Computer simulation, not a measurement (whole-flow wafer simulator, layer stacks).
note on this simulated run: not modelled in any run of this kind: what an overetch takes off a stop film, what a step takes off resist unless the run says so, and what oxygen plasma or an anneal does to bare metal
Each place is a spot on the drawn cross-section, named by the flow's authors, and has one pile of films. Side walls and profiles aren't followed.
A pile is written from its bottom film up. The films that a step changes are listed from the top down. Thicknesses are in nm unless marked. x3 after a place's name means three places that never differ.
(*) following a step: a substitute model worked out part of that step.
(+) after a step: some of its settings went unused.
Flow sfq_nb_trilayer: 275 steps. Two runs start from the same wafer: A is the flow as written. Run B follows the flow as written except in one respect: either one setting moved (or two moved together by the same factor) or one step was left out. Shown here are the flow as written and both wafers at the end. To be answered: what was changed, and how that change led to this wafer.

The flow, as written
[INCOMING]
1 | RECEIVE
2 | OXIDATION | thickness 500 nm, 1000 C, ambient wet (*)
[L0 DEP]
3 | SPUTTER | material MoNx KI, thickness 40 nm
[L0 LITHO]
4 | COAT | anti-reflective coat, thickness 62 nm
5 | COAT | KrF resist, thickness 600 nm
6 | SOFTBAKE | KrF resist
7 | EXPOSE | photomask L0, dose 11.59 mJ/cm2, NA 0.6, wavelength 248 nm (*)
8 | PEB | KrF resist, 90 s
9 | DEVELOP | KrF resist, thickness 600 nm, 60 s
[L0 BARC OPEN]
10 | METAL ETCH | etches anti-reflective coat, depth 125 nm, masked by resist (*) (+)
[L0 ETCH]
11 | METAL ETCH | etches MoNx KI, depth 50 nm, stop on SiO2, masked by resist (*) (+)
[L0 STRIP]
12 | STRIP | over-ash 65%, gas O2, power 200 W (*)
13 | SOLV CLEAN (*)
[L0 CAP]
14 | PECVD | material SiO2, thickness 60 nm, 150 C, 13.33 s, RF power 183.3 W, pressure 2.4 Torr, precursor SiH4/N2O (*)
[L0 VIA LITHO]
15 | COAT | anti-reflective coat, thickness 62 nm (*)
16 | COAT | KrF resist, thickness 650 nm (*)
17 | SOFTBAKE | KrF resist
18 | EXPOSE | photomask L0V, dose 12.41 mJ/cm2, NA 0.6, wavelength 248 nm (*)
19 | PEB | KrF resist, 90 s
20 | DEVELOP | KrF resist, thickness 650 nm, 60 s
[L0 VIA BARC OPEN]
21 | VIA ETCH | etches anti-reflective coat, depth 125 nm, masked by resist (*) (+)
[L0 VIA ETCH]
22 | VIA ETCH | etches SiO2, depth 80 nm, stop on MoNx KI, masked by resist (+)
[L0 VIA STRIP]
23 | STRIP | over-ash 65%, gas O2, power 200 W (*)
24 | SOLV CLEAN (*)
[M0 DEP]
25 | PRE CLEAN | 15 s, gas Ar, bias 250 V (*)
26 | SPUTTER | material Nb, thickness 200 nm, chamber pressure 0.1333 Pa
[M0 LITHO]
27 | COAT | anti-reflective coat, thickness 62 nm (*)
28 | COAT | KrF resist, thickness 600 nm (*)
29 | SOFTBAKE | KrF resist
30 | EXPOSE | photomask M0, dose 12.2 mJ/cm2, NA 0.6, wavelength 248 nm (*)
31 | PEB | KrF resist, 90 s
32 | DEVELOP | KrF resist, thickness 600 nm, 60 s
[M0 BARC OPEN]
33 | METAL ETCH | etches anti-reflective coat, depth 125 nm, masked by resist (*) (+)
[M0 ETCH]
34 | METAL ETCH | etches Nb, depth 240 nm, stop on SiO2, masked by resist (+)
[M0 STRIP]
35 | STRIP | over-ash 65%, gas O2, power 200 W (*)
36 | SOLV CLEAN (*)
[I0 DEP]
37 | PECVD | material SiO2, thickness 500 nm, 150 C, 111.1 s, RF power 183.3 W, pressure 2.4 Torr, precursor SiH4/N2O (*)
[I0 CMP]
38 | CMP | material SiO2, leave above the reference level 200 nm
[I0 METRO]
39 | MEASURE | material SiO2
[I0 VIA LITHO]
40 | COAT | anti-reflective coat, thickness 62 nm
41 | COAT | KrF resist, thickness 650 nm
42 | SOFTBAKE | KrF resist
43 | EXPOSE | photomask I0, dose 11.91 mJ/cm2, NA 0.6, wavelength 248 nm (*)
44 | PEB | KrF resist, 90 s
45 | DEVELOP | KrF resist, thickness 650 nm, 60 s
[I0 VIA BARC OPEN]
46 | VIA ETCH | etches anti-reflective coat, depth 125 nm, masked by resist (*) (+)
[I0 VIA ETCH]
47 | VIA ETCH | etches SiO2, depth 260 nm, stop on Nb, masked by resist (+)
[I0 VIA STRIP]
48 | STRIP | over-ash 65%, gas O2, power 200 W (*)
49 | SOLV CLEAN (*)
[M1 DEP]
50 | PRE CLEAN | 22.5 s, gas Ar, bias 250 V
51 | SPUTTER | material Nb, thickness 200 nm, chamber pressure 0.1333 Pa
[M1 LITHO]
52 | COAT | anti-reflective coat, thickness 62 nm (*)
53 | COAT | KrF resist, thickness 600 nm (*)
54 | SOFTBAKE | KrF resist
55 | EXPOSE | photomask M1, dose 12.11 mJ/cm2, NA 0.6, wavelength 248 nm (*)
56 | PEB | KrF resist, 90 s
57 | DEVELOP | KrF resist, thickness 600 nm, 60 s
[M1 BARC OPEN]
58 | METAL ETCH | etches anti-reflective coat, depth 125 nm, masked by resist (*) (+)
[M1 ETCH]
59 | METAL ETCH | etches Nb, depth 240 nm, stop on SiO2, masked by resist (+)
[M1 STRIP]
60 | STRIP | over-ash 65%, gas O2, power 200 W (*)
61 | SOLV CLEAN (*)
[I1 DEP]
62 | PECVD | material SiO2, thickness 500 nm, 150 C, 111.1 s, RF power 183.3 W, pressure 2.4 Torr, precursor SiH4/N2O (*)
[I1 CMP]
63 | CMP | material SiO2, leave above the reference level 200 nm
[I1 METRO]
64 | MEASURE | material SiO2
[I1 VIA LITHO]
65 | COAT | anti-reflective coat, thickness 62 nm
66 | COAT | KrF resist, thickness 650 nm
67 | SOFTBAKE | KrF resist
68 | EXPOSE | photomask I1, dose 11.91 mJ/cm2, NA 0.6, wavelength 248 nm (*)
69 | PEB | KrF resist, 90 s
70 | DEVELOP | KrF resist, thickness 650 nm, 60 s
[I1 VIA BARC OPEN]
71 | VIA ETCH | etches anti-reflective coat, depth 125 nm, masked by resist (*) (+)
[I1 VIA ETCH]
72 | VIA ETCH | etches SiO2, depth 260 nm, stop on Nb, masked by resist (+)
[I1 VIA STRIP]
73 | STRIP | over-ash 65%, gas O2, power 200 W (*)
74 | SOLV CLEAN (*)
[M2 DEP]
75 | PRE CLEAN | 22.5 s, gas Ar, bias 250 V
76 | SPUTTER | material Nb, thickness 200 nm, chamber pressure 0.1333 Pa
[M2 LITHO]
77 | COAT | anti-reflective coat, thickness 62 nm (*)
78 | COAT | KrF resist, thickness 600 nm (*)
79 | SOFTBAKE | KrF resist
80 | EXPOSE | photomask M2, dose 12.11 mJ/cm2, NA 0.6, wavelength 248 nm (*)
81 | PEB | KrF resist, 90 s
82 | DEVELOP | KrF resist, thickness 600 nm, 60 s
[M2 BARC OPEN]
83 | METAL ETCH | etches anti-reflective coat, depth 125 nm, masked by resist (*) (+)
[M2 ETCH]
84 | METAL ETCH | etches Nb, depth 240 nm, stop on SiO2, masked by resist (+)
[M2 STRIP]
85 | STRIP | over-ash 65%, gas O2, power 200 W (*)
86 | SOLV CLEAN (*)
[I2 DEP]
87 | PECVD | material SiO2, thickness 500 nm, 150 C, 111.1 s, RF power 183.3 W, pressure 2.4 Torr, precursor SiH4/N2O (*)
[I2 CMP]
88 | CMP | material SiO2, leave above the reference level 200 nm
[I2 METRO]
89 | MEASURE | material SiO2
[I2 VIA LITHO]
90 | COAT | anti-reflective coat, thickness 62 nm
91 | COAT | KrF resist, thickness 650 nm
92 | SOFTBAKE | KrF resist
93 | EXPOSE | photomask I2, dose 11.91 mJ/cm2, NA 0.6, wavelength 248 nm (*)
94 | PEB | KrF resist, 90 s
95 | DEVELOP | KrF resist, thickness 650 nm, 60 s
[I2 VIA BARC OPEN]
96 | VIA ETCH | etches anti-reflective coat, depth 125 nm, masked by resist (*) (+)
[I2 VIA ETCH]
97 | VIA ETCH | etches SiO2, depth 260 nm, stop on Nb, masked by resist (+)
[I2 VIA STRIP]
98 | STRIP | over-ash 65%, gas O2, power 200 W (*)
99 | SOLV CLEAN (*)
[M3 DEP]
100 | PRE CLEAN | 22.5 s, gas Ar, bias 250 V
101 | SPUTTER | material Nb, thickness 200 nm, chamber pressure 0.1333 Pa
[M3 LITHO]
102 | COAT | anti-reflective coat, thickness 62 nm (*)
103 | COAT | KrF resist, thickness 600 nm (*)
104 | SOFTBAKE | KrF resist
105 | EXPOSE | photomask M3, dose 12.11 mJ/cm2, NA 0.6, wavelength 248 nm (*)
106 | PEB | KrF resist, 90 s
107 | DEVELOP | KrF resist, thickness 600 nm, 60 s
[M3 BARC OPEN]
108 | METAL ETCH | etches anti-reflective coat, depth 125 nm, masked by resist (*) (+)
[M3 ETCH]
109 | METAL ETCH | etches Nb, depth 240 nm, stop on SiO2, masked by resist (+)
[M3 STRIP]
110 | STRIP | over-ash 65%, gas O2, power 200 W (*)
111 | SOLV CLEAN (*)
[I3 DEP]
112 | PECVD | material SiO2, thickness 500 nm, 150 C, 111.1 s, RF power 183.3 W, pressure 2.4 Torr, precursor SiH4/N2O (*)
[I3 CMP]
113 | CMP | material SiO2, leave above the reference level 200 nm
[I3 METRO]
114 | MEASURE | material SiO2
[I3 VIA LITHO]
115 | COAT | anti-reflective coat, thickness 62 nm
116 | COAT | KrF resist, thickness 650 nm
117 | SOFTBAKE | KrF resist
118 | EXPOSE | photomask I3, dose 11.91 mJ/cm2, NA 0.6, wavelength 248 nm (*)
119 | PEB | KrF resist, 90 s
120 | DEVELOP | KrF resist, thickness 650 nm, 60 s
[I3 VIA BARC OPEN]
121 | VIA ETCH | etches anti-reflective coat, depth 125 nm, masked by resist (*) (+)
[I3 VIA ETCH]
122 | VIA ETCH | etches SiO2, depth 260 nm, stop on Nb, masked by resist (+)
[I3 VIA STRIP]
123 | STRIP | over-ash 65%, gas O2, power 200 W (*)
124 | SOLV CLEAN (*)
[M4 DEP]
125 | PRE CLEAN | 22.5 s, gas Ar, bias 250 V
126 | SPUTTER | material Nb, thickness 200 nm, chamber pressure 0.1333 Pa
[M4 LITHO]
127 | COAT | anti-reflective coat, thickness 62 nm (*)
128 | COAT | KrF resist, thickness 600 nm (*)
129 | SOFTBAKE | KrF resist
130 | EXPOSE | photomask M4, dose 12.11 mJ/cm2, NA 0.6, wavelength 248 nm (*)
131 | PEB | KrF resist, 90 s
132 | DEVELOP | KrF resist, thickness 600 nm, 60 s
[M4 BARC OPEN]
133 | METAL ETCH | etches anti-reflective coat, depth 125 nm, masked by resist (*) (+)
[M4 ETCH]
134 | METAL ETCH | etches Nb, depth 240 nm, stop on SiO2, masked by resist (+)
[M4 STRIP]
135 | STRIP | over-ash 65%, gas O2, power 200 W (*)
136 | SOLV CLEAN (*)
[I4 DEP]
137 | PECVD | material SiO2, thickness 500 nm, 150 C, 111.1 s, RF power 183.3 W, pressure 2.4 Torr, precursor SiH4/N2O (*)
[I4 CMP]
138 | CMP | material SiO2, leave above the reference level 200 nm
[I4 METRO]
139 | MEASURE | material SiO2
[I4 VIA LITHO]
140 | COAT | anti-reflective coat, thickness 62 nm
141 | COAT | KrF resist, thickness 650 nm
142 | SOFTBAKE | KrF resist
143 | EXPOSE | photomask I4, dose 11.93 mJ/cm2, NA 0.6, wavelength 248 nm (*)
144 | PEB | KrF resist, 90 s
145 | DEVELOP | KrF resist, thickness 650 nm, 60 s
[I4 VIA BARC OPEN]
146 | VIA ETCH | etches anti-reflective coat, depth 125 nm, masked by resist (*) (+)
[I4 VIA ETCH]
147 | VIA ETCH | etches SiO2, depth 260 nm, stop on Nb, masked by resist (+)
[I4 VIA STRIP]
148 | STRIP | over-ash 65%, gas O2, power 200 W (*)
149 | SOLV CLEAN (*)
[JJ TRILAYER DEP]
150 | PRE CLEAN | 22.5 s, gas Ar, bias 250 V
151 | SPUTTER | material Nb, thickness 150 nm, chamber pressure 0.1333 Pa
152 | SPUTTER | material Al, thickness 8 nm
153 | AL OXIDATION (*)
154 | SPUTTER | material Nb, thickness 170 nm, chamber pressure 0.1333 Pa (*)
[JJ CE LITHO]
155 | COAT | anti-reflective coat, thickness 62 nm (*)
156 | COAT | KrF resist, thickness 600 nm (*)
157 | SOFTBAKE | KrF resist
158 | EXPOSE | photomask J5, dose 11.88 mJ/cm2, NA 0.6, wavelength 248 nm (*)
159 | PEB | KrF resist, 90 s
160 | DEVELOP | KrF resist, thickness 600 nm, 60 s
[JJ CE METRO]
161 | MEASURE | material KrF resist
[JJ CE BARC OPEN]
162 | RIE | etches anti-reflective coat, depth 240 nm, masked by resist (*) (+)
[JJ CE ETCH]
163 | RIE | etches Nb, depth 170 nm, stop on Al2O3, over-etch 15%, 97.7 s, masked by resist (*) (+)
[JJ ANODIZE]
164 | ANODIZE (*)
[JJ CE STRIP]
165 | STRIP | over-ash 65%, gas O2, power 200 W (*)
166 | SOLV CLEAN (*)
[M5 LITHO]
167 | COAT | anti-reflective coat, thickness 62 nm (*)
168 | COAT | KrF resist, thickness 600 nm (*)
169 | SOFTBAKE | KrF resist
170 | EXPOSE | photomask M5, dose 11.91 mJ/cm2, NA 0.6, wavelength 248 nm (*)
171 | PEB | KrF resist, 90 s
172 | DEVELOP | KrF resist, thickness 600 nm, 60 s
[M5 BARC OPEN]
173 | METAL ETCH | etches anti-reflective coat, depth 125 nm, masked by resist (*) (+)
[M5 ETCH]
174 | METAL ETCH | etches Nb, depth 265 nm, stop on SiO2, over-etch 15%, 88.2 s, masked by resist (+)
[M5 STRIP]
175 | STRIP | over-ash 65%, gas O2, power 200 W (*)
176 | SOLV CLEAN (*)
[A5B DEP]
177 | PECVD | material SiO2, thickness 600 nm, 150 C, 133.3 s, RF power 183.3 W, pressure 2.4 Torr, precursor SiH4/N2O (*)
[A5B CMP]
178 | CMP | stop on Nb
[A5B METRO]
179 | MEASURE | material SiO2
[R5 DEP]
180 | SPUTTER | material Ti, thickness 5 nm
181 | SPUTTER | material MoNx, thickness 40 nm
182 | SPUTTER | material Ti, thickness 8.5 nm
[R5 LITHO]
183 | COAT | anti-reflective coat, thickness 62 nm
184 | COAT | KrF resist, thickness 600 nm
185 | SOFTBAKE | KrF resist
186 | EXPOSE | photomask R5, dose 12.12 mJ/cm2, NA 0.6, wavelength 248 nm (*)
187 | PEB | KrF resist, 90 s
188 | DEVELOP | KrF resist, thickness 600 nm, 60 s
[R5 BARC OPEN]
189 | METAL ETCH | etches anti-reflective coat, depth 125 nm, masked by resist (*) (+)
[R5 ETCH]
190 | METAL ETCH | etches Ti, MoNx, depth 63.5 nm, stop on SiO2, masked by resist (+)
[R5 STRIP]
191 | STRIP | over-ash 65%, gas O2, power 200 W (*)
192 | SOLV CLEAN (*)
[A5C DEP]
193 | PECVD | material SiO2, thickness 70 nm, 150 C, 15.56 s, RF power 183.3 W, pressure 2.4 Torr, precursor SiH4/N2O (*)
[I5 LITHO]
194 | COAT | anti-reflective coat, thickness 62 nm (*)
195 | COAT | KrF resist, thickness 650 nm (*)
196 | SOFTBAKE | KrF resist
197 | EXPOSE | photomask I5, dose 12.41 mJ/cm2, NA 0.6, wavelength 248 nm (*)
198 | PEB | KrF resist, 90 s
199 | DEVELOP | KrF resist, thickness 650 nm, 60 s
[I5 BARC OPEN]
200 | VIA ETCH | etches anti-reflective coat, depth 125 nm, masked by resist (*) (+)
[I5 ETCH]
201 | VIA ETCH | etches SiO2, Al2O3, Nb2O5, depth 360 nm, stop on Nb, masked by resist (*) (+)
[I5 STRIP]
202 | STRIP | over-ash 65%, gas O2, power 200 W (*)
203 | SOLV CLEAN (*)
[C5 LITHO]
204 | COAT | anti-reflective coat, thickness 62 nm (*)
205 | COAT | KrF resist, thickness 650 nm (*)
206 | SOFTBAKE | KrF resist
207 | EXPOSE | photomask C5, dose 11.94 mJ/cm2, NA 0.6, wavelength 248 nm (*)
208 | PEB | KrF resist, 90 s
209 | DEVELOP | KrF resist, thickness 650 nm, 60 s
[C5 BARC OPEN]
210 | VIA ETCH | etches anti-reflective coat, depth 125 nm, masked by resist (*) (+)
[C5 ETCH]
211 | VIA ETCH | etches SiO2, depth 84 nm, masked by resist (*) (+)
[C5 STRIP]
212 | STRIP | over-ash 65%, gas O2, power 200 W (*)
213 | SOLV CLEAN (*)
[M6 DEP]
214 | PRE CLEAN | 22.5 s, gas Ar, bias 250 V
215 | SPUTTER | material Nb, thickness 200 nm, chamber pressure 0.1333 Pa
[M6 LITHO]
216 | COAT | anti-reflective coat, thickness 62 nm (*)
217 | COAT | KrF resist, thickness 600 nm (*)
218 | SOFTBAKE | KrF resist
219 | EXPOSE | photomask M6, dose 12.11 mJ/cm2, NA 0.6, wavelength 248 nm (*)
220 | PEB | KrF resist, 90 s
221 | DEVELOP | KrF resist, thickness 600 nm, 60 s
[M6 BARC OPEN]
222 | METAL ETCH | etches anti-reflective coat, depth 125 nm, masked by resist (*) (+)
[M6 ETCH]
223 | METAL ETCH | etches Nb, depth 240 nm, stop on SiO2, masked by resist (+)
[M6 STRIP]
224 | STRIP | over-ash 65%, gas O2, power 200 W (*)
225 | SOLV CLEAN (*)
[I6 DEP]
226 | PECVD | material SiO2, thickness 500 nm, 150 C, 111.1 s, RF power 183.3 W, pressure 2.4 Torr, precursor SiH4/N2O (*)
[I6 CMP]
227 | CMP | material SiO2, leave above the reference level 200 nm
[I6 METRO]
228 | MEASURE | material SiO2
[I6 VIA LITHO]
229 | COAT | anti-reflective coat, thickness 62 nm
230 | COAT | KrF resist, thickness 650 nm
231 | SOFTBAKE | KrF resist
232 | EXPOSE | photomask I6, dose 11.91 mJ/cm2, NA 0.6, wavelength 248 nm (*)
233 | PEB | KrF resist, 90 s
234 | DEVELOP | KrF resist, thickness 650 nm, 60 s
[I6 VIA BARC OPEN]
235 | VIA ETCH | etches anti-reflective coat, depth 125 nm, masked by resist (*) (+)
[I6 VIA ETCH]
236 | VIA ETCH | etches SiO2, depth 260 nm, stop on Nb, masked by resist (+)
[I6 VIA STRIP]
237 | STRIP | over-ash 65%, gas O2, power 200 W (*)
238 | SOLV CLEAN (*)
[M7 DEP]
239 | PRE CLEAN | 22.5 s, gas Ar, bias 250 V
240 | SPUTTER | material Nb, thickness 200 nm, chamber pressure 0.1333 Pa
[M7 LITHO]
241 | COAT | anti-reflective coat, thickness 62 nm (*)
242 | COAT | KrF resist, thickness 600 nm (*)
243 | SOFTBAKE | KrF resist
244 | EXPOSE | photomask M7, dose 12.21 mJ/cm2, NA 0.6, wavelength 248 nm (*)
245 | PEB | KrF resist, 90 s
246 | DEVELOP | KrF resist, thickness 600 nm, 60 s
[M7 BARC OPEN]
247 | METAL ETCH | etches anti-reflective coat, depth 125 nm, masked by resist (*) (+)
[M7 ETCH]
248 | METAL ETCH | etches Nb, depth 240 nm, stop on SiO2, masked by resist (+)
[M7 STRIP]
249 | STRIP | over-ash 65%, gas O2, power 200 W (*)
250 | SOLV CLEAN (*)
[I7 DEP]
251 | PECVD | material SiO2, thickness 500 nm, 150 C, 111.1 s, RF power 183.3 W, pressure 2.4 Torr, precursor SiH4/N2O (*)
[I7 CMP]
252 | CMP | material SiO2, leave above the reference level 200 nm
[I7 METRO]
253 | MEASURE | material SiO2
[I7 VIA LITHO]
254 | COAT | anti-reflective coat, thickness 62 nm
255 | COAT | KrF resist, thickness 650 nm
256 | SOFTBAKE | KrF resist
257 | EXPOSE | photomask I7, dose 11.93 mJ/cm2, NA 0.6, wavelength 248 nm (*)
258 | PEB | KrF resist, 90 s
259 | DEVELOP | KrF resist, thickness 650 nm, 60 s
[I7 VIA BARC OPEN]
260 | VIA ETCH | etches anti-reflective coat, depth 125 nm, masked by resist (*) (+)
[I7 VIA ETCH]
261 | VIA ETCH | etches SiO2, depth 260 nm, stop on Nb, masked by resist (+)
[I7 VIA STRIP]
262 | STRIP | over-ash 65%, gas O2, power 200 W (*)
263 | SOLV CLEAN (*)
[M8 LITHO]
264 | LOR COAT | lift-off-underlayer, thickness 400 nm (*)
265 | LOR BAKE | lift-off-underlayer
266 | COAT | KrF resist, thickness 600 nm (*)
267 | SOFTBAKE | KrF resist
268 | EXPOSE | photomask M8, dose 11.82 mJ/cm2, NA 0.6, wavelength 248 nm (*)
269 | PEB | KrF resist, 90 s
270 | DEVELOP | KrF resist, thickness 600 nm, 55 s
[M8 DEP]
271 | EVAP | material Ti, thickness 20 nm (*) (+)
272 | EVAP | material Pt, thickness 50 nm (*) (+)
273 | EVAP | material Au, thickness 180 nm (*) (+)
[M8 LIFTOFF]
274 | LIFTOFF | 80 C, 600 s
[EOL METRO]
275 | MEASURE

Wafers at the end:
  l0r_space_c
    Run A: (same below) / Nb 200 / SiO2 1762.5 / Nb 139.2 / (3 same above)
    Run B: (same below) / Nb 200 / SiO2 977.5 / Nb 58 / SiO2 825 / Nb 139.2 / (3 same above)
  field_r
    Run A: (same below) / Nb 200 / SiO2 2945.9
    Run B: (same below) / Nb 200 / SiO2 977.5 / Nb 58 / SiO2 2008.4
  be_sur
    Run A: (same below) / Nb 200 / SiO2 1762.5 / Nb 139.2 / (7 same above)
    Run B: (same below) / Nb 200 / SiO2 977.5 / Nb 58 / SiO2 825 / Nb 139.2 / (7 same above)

What caused this: step 101, SPUTTER: thickness 298 nm was run, though the flow has thickness 200 nm.

How this came from the change, step by step:
  101 | SPUTTER | material Nb, thickness 200 nm, chamber pressure 0.1333 Pa
      field_l, v_sur, via_wl and 102 more: A Nb gains 200 (new film) | B Nb gains 298 (new film)
      via_w: A Nb gains 165.5 | B Nb gains 248.1
  102 | COAT | anti-reflective coat, thickness 62 nm (*)
      via_wl: A anti-reflective coat gains 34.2 (new film) | B anti-reflective coat gains 32.9 (new film)
  109 | METAL ETCH | etches Nb, depth 240 nm, stop on SiO2, masked by resist (+)
      field_l, be, be_sur and 72 more: A Nb loses 200 (all of it) | B Nb loses 240
  110 | STRIP | over-ash 65%, gas O2, power 200 W (*)
      via_wl: A KrF resist loses 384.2 (all of it), anti-reflective coat loses 34.2 (all of it) | B KrF resist loses 383.7 (all of it), anti-reflective coat loses 32.9 (all of it)
      via_w: A KrF resist loses 520 (all of it), anti-reflective coat loses 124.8 (all of it) | B KrF resist loses 530.7 (all of it), anti-reflective coat loses 127.1 (all of it)
  112 | PECVD | material SiO2, thickness 500 nm, 150 C, 111.1 s, RF power 183.3 W, pressure 2.4 Torr, precursor SiH4/N2O (*)
      field_l, be, be_sur and 64 more: A SiO2 gains 500 | B SiO2 gains 500 (new film)
      p4_g1, p4_g2, p3_s0, p3_s1, p3_s2, p3_s3, p3_s4, p3_s5: A SiO2 gains 557.1 | B SiO2 gains 597.1 (new film)
  113 | CMP | material SiO2, leave above the reference level 200 nm
      field_l, be, be_sur and 64 more: A SiO2 loses 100 | B SiO2 loses 60
      via_w: A SiO2 loses 181.6 | B SiO2 loses 157.1
With metal films that touch counted as one body, l0r_space_c has 3 bodies (between them, from the top down: SiO2 825; SiO2 977.5); the flow as written gives 2 bodies (between them, from the top down: SiO2 1762.5).
With metal films that touch counted as one body, field_r has 2 bodies (between them, from the top down: SiO2 977.5); the flow as written gives 1 body.
With metal films that touch counted as one body, be_sur has 5 bodies (between them, from the top down: SiO2 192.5; SiO2 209 / Al2O3 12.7 / Nb2O5 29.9; SiO2 825; SiO2 977.5); the flow as written gives 4 bodies (between them, from the top down: SiO2 192.5; SiO2 209 / Al2O3 12.7 / Nb2O5 29.9; SiO2 1762.5).
